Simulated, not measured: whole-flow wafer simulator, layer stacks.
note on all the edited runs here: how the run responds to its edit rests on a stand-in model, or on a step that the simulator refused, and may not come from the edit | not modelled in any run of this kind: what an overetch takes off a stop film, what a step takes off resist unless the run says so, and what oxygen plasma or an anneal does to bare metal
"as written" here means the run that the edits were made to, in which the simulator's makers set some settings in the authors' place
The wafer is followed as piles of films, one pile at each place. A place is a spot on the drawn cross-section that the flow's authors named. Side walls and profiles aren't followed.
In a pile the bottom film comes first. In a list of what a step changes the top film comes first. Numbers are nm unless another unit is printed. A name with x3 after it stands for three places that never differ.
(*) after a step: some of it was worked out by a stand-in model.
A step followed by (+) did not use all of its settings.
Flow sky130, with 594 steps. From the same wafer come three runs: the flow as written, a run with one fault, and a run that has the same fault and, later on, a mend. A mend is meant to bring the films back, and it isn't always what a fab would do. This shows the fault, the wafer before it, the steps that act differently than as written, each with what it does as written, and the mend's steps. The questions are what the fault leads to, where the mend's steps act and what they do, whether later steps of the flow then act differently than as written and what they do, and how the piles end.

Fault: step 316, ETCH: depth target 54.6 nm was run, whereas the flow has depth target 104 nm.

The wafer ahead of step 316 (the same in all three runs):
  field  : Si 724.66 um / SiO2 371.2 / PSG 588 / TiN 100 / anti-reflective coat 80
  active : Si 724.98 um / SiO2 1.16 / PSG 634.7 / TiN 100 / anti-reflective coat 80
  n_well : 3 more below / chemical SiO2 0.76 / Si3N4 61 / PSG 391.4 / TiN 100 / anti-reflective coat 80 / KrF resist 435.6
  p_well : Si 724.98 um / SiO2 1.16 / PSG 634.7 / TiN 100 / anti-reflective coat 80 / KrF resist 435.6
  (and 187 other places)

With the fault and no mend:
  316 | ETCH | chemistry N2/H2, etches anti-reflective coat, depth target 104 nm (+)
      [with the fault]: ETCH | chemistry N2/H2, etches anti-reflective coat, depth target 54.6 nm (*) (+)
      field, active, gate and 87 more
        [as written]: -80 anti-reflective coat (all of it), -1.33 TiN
        [with the fault]: -54.6 anti-reflective coat
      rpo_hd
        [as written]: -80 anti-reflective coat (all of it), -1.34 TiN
        [with the fault]: -54.6 anti-reflective coat
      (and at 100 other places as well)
  Steps further on in the flow that do not act as written (11 other steps are not shown; they differ only slightly, by no more than 2% or 0.5 nm, whichever is larger):
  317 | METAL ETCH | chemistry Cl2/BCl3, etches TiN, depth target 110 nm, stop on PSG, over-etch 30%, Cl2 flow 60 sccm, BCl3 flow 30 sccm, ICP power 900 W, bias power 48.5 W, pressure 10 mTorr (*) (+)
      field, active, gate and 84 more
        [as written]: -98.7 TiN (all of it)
        [with the fault]: -25.4 anti-reflective coat (all of it), -73.8 TiN
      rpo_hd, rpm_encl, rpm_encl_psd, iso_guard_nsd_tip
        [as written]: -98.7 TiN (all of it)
        [with the fault]: -25.4 anti-reflective coat (all of it), -73.9 TiN
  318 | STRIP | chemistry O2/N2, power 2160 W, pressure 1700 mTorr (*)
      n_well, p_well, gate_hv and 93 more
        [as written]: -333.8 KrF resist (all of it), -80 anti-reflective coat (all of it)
        [with the fault]: -361.3 KrF resist (all of it), -80 anti-reflective coat (all of it)
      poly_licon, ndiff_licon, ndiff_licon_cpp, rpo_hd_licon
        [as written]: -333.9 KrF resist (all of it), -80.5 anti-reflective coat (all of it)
        [with the fault]: -361.3 KrF resist (all of it), -80.5 anti-reflective coat (all of it)
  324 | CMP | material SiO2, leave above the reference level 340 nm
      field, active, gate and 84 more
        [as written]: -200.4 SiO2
        [with the fault]: -226.2 SiO2
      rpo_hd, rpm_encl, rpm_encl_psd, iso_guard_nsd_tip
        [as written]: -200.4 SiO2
        [with the fault]: -226.1 SiO2
  The piles end different from the flow's at field, active, gate and 90 more by more than 2% or 0.5 nm, whichever is larger.
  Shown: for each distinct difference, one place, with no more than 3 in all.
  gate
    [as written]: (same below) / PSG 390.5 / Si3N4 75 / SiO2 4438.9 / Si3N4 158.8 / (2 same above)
    [with the fault]: (same below) / PSG 390.5 / TiN 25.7 / Si3N4 75 / SiO2 4413.2 / Si3N4 158.8 / (2 same above)
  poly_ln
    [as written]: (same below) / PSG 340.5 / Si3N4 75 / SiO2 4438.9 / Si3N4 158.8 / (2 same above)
    [with the fault]: (same below) / PSG 340.5 / TiN 25.7 / Si3N4 75 / SiO2 4413.2 / Si3N4 158.8 / (2 same above)
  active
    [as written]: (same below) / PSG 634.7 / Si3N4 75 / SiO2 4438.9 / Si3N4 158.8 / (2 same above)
    [with the fault]: (same below) / PSG 634.7 / TiN 25.7 / Si3N4 75 / SiO2 4413.2 / Si3N4 158.8 / (2 same above)

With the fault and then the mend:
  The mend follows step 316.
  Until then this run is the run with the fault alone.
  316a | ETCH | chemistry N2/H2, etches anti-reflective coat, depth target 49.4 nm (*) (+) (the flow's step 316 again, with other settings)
      n_well, p_well, gate_hv and 97 more
        -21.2 KrF resist
      field, active, gate and 88 more
        -25.4 anti-reflective coat (all of it), -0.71 TiN
  None of the later steps of the flow differs from how it acts as written, at any place that is followed, by more than 2% or 0.5 nm, whichever is larger.
  At every place that both follow, the piles at the end match the flow's.
